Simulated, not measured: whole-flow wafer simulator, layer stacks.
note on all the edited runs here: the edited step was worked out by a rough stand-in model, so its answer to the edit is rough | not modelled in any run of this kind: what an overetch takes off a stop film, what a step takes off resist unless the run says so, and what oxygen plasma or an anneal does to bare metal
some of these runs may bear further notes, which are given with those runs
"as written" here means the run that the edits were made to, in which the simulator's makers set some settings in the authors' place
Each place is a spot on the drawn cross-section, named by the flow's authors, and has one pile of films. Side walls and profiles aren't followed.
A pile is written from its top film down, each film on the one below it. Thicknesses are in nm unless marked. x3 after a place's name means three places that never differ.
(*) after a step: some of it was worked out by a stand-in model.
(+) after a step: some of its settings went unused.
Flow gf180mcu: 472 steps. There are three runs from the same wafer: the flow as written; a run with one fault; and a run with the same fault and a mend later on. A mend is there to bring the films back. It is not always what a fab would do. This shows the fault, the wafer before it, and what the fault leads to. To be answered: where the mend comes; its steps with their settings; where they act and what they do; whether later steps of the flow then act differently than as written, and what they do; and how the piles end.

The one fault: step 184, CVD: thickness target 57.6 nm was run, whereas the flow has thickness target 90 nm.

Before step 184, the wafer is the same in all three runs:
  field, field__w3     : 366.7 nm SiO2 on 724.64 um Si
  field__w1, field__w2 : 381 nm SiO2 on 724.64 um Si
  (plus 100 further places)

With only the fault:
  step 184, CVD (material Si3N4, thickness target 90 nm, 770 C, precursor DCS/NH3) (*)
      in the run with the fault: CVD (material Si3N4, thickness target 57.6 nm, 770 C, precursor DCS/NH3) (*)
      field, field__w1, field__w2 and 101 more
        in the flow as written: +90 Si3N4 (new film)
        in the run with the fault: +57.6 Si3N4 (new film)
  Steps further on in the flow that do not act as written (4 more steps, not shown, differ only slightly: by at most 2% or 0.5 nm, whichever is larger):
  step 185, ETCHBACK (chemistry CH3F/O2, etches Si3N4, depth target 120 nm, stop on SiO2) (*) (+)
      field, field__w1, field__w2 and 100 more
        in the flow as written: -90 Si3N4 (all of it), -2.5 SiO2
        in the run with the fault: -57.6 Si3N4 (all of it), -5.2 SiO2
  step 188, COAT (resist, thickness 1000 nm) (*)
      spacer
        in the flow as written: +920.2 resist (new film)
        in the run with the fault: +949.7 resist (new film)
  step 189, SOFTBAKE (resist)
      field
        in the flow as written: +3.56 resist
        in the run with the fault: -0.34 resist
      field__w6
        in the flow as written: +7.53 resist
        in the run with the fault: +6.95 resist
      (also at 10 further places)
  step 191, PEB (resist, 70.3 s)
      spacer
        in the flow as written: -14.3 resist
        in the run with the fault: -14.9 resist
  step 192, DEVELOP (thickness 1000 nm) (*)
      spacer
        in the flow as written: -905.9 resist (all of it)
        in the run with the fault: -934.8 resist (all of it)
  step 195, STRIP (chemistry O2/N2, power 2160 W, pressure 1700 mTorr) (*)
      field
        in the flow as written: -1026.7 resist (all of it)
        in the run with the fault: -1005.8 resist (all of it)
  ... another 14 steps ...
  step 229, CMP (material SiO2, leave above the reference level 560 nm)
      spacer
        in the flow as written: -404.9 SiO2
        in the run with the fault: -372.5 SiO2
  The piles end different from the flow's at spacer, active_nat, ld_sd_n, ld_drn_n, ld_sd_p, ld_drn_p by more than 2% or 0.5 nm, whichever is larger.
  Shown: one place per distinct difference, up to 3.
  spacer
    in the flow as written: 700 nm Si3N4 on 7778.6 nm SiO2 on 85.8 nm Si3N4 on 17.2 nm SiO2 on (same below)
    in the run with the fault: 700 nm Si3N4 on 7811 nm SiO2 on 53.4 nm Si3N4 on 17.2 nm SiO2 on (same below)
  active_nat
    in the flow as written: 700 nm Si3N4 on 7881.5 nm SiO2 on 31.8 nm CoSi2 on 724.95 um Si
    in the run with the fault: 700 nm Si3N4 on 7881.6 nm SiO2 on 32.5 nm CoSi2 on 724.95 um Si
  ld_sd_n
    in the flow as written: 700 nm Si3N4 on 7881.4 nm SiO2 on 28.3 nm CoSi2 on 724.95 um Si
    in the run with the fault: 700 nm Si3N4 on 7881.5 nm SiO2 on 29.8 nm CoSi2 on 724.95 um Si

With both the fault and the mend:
  The mend stands after step 184.
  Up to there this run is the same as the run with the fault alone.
  step 184a, CVD (material Si3N4, thickness target 32.4 nm, 770 C, precursor DCS/NH3) (*) (the flow's step 184, run once more with other settings)
      field, field__w1, field__w2 and 101 more
        +32.4 Si3N4
  None of the later steps of the flow differs from how it acts as written, at any place that is followed, by more than 2% or 0.5 nm, whichever is larger.
  The piles end the same as the flow's at every place that both follow.
